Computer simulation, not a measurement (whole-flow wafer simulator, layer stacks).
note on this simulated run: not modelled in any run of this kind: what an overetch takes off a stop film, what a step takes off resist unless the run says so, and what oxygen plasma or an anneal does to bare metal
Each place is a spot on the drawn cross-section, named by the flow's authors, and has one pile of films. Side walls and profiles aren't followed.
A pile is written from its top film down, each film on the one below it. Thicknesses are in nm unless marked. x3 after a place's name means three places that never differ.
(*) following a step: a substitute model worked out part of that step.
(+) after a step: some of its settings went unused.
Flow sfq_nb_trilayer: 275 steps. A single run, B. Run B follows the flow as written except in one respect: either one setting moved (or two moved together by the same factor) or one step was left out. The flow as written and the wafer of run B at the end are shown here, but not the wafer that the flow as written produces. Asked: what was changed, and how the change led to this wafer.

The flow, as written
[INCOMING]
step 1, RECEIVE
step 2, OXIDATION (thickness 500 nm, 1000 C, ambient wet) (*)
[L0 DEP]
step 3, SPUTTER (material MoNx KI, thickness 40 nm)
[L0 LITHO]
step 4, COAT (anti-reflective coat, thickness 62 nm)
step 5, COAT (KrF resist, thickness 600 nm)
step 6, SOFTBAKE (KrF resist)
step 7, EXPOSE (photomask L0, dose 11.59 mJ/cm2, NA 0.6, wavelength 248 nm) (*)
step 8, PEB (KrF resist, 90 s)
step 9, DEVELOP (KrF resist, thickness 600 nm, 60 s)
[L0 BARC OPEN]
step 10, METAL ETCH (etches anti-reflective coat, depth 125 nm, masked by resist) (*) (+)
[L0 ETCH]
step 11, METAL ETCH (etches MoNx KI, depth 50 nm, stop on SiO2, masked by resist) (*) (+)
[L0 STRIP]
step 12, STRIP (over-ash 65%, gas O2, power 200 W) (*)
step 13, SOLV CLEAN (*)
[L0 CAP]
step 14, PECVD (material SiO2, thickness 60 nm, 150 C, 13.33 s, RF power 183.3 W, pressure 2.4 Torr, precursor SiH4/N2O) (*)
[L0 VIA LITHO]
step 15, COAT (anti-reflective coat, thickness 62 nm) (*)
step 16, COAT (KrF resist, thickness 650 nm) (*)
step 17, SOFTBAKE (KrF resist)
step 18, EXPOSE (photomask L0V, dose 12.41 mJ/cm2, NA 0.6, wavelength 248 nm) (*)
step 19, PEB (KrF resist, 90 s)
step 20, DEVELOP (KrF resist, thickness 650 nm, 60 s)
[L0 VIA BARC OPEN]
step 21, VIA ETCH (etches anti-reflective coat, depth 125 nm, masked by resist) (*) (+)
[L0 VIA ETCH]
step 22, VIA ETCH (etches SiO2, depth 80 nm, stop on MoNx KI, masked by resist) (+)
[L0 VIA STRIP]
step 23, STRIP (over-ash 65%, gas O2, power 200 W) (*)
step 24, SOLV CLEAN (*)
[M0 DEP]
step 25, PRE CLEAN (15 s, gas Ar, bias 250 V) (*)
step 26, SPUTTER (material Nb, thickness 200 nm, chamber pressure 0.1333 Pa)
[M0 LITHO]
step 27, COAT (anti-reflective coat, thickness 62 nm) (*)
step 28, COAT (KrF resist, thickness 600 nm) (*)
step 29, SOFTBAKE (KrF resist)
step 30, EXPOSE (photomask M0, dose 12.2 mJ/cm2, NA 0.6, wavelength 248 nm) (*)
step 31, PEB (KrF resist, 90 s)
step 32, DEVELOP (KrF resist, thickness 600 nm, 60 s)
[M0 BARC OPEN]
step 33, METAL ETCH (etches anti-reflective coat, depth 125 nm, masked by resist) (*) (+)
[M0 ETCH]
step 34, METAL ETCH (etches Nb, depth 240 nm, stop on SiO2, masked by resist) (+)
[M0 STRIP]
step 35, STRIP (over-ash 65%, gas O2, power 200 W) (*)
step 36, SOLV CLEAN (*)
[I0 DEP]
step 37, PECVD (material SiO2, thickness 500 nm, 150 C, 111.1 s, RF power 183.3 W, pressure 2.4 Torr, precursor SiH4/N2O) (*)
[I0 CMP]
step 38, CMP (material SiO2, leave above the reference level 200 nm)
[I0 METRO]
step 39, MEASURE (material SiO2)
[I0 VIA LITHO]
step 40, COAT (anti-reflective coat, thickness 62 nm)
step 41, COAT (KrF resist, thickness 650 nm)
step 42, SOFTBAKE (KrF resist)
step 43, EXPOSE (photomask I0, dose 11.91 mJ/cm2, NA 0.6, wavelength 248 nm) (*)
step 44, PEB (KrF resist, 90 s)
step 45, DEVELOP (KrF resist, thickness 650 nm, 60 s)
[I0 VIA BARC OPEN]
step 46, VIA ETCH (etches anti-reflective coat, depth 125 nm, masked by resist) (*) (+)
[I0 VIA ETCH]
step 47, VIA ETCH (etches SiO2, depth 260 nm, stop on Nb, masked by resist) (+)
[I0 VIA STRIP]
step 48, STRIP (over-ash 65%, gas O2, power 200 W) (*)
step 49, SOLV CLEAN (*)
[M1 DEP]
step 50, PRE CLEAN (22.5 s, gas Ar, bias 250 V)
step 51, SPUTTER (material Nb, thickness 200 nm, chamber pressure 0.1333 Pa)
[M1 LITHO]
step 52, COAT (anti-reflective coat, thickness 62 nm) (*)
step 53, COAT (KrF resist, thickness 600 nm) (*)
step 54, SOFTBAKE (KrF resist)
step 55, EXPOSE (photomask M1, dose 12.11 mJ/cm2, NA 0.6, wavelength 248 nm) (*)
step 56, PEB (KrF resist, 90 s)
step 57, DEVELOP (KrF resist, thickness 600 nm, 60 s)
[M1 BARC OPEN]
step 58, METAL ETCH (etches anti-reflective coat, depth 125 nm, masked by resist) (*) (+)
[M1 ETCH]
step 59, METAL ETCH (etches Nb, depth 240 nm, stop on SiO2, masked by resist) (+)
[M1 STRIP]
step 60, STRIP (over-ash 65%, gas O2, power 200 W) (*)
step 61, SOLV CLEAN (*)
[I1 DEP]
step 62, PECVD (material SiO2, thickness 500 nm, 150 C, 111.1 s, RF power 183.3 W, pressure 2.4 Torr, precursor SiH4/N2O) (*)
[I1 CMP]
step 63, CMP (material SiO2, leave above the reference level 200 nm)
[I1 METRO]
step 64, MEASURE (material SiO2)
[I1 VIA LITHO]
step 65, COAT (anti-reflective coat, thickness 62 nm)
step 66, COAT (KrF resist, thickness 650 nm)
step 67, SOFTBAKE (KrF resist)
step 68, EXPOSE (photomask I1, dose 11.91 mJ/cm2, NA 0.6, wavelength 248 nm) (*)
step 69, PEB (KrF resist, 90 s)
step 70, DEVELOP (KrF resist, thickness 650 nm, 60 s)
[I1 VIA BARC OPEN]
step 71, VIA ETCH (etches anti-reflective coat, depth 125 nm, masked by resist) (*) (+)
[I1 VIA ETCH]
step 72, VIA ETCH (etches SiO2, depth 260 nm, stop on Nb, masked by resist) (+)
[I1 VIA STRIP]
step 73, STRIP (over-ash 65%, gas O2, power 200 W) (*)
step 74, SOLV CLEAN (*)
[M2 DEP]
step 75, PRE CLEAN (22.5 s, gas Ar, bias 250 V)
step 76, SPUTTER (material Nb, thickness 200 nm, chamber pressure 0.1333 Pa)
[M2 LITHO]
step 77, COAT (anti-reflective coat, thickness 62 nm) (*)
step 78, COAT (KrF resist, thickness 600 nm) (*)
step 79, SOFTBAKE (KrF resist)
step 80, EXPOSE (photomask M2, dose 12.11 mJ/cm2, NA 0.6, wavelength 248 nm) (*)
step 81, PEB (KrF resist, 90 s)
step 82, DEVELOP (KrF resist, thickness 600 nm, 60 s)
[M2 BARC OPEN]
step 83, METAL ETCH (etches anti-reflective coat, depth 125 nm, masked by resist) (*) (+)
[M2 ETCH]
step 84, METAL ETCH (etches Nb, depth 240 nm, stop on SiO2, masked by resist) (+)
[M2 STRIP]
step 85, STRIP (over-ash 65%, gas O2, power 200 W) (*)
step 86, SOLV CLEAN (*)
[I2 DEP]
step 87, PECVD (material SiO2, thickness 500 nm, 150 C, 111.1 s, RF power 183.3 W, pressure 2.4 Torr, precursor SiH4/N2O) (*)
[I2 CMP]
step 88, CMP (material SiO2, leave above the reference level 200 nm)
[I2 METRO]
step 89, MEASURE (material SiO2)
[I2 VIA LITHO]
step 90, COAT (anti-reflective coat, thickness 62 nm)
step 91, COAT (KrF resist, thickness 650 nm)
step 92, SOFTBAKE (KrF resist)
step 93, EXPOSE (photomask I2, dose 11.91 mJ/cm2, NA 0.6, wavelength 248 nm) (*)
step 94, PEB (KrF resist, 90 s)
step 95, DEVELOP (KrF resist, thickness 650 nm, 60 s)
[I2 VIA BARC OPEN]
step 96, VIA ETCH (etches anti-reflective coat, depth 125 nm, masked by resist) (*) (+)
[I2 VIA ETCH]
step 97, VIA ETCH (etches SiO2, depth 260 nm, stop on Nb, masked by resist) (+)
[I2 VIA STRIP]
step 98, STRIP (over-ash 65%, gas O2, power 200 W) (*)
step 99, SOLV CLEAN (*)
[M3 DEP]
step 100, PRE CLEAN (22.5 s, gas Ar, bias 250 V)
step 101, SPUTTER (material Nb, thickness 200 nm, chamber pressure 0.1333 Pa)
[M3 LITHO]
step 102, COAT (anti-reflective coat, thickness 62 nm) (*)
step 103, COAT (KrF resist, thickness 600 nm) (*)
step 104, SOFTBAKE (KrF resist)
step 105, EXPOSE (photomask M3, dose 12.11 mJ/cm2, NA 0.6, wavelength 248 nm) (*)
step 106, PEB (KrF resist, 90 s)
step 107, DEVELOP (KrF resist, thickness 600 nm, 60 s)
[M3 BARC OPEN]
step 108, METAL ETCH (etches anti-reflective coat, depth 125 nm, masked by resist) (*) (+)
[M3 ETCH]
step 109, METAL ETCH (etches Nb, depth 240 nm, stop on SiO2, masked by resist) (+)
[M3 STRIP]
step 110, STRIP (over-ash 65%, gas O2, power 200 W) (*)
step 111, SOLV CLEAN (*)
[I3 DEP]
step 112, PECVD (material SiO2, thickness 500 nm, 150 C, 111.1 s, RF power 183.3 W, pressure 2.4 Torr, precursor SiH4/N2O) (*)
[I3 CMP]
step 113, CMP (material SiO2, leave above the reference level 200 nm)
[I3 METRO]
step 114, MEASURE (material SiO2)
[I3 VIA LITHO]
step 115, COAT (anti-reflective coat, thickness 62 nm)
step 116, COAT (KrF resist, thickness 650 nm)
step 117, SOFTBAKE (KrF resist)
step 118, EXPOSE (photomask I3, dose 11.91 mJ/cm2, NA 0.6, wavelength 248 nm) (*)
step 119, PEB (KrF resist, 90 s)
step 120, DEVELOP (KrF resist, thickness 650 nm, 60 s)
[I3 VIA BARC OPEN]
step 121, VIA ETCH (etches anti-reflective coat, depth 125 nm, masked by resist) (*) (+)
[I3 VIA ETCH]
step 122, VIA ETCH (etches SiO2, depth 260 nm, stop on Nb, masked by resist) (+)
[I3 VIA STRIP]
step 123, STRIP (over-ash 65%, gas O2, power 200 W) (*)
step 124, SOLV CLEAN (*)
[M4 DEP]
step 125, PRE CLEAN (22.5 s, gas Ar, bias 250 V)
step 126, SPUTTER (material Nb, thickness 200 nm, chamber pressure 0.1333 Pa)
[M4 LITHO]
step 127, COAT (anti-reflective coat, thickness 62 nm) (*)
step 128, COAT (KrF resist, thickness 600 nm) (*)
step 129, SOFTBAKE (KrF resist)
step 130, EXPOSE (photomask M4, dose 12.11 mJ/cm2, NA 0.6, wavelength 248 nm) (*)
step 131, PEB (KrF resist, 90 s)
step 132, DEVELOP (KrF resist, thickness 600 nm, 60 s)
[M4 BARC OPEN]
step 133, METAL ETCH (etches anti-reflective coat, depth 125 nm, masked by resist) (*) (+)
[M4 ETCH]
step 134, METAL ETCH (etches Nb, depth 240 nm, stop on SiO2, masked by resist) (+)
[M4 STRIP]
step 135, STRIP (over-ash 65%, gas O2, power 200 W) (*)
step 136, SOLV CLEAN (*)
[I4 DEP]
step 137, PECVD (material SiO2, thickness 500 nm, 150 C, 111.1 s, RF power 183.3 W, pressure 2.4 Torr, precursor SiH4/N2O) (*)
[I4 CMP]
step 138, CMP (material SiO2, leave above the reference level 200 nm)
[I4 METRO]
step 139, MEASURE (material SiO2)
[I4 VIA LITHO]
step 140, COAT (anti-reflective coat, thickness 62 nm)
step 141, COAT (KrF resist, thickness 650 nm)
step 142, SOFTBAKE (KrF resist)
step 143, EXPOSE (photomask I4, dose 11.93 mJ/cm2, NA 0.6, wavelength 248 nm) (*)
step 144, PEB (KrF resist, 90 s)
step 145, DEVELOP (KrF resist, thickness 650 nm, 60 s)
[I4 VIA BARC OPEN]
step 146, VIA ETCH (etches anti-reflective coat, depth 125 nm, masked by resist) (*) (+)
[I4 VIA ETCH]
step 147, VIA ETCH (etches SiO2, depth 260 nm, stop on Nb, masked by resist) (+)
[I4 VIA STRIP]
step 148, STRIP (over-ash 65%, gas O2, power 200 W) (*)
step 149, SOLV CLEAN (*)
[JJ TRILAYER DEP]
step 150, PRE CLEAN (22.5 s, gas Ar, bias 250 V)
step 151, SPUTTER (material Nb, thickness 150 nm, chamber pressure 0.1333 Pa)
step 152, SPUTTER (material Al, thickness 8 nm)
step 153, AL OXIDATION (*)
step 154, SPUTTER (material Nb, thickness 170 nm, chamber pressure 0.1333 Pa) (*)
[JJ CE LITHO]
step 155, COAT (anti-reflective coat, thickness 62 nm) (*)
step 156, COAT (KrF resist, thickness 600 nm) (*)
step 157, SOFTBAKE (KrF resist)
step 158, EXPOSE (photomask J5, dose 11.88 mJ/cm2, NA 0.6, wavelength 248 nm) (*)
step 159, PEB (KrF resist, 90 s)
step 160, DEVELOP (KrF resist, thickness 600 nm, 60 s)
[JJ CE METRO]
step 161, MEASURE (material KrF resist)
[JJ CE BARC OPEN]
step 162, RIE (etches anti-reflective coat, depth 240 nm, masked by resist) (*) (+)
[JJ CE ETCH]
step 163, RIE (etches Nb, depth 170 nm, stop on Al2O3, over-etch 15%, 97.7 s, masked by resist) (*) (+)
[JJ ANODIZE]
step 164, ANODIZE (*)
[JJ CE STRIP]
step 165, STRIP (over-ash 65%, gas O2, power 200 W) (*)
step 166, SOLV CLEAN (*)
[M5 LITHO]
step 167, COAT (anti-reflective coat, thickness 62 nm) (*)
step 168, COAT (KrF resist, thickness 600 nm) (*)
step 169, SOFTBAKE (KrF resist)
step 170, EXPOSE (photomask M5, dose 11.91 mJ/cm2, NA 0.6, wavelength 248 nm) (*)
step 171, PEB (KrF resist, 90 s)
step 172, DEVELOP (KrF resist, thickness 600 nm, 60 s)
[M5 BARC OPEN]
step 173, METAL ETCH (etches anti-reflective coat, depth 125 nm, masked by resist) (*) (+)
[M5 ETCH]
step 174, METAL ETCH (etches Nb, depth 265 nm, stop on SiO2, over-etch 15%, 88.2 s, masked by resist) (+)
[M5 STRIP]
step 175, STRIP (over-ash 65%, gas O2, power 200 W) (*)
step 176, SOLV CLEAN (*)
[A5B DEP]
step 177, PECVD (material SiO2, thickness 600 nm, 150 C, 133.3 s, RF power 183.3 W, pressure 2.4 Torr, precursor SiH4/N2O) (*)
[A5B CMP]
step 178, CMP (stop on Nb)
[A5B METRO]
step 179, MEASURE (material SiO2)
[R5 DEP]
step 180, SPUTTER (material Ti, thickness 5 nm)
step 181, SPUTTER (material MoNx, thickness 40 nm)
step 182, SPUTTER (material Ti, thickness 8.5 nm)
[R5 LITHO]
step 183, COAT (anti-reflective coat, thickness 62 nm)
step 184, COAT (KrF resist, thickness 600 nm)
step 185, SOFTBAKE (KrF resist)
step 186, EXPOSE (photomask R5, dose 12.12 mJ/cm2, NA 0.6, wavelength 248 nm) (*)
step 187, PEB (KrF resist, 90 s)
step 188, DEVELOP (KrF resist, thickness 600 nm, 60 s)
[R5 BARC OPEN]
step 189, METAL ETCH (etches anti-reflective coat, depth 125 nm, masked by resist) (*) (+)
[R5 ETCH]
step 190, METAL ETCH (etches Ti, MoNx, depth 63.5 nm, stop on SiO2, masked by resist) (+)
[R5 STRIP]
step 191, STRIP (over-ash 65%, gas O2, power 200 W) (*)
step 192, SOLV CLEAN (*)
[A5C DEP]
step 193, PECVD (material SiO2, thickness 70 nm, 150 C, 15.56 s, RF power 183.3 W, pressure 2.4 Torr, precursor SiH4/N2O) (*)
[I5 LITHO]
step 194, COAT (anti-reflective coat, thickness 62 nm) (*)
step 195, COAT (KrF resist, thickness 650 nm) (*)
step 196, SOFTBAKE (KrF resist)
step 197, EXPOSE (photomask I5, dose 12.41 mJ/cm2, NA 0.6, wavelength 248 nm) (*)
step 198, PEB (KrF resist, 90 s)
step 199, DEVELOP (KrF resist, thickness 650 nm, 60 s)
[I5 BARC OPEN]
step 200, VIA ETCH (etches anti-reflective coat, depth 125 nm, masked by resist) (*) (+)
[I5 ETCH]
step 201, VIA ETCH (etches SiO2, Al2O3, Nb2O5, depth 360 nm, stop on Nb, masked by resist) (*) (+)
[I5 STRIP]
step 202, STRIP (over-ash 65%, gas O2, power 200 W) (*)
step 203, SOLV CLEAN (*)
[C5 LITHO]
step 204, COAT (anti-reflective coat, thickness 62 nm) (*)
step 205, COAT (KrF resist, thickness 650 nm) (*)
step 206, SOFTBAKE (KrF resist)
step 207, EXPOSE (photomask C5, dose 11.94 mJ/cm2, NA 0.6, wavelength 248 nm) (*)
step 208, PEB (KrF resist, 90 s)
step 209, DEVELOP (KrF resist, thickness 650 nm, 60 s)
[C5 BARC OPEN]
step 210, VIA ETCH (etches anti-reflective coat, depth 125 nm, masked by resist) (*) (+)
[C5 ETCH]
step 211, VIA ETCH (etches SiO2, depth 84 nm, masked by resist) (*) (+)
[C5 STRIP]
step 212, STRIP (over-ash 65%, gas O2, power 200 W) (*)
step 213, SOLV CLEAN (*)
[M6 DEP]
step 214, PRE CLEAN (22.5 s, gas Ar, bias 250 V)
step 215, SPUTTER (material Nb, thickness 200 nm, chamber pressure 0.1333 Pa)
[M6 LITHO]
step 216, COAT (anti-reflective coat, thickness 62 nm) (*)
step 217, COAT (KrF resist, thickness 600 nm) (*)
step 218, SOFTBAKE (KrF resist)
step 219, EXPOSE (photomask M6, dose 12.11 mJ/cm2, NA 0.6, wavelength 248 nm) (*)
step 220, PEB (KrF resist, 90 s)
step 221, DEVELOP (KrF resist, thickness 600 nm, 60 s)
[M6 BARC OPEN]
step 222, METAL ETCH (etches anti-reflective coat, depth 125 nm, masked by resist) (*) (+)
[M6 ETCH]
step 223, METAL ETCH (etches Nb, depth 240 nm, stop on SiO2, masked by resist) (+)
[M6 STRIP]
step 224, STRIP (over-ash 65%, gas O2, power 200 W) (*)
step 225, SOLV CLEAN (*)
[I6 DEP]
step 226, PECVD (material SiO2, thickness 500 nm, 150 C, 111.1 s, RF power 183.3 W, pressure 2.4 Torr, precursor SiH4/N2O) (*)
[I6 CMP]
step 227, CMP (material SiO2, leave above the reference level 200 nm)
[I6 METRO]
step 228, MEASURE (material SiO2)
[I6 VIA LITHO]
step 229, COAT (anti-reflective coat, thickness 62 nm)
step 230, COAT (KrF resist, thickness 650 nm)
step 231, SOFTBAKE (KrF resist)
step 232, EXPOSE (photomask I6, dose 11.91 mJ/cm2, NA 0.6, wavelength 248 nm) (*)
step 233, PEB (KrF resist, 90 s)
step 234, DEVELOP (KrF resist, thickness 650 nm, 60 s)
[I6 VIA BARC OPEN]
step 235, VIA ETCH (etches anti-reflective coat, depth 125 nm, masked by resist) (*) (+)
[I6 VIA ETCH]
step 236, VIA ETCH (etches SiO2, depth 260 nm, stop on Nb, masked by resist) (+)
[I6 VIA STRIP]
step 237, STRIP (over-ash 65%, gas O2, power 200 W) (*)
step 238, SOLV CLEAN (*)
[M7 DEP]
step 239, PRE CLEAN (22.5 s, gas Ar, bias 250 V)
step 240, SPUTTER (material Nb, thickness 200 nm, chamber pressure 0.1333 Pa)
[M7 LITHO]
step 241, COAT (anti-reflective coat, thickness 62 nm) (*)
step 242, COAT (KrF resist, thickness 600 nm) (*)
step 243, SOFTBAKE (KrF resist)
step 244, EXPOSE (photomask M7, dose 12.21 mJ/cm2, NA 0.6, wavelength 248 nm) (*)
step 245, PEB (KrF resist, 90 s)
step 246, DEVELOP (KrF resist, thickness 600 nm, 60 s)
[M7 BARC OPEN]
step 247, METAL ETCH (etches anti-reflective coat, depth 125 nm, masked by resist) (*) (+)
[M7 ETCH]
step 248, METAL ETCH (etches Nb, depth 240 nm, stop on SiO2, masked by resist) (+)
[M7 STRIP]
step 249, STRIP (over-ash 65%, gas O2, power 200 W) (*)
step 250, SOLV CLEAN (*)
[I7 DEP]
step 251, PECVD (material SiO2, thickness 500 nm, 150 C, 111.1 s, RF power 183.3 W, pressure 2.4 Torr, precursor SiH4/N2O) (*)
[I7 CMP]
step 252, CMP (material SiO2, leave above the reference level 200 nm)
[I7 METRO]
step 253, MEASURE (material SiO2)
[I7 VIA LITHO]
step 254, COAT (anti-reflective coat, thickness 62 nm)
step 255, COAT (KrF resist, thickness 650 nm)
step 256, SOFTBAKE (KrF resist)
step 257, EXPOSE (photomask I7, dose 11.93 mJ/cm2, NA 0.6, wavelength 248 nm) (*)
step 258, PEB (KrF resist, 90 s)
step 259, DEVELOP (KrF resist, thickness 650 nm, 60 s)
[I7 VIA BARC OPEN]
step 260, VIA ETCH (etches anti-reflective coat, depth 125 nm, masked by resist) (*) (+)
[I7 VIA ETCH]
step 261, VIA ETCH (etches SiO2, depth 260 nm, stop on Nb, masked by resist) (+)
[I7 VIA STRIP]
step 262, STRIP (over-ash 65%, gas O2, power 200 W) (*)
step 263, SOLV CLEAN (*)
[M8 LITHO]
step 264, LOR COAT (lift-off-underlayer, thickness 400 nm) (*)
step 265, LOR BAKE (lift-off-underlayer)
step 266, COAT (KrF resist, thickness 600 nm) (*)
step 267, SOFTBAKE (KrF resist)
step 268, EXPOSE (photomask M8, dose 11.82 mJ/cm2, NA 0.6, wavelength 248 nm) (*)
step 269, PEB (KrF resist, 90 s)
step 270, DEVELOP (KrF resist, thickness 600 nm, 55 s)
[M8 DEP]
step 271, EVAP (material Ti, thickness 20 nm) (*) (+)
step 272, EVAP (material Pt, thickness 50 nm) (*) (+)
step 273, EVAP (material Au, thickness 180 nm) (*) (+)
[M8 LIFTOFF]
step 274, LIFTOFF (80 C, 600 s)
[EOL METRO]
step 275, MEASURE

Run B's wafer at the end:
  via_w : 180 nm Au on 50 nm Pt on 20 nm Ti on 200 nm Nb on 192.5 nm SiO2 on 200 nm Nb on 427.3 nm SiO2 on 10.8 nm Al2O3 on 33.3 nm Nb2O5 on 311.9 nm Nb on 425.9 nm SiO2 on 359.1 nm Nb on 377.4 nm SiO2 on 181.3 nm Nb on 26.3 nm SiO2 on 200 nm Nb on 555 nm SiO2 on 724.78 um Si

The reason: step 47, VIA ETCH: depth 166 nm was run, whereas the flow has depth 260 nm.

Step by step, how the change led to this:
  step 47, VIA ETCH (etches SiO2, depth 260 nm, stop on Nb, masked by resist) (+)
      via_w: -166 SiO2 (as written it would have been: -199.8 SiO2 (all of it))
      field_l, v_sur, via_wl and 102 more: -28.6 KrF resist (as written it would have been: -44.8 KrF resist)
  step 48, STRIP (over-ash 65%, gas O2, power 200 W) (*)
      field_l, v_sur, via_wl and 102 more: -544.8 KrF resist (all of it), -62 anti-reflective coat (all of it) (as written it would have been: -528.6 KrF resist (all of it), -62 anti-reflective coat (all of it))
  step 50, PRE CLEAN (22.5 s, gas Ar, bias 250 V)
      via_w: -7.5 SiO2 (as written it would have been: -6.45 Nb)
  step 51, SPUTTER (material Nb, thickness 200 nm, chamber pressure 0.1333 Pa)
      via_w: +181.3 Nb (new film) (as written it would have been: +174.5 Nb)
  step 52, COAT (anti-reflective coat, thickness 62 nm) (*)
      via_w: +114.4 anti-reflective coat (new film) (as written it would have been: +123.1 anti-reflective coat (new film))
  step 53, COAT (KrF resist, thickness 600 nm) (*)
      via_w: +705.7 KrF resist (new film) (as written it would have been: +731.8 KrF resist (new film))
  step 60, STRIP (over-ash 65%, gas O2, power 200 W) (*)
      via_w: -487.8 KrF resist (all of it), -114.4 anti-reflective coat (all of it) (as written it would have been: -513.8 KrF resist (all of it), -123.1 anti-reflective coat (all of it))
  step 62, PECVD (material SiO2, thickness 500 nm, 150 C, 111.1 s, RF power 183.3 W, pressure 2.4 Torr, precursor SiH4/N2O) (*)
      via_w: +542 SiO2 (new film) (as written it would have been: +606 SiO2 (new film))
  step 63, CMP (material SiO2, leave above the reference level 200 nm)
      via_w: -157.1 SiO2 (as written it would have been: -181.6 SiO2)
If metal films that touch count as one body, via_w has 6 bodies (between them, from the top down: SiO2 192.5; SiO2 427.3 / Al2O3 10.8 / Nb2O5 33.3; SiO2 425.9; SiO2 377.4; SiO2 26.3); the flow as written gives 5 bodies (between them, from the top down: SiO2 192.5; SiO2 427.3 / Al2O3 10.8 / Nb2O5 33.3; SiO2 425.9; SiO2 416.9).
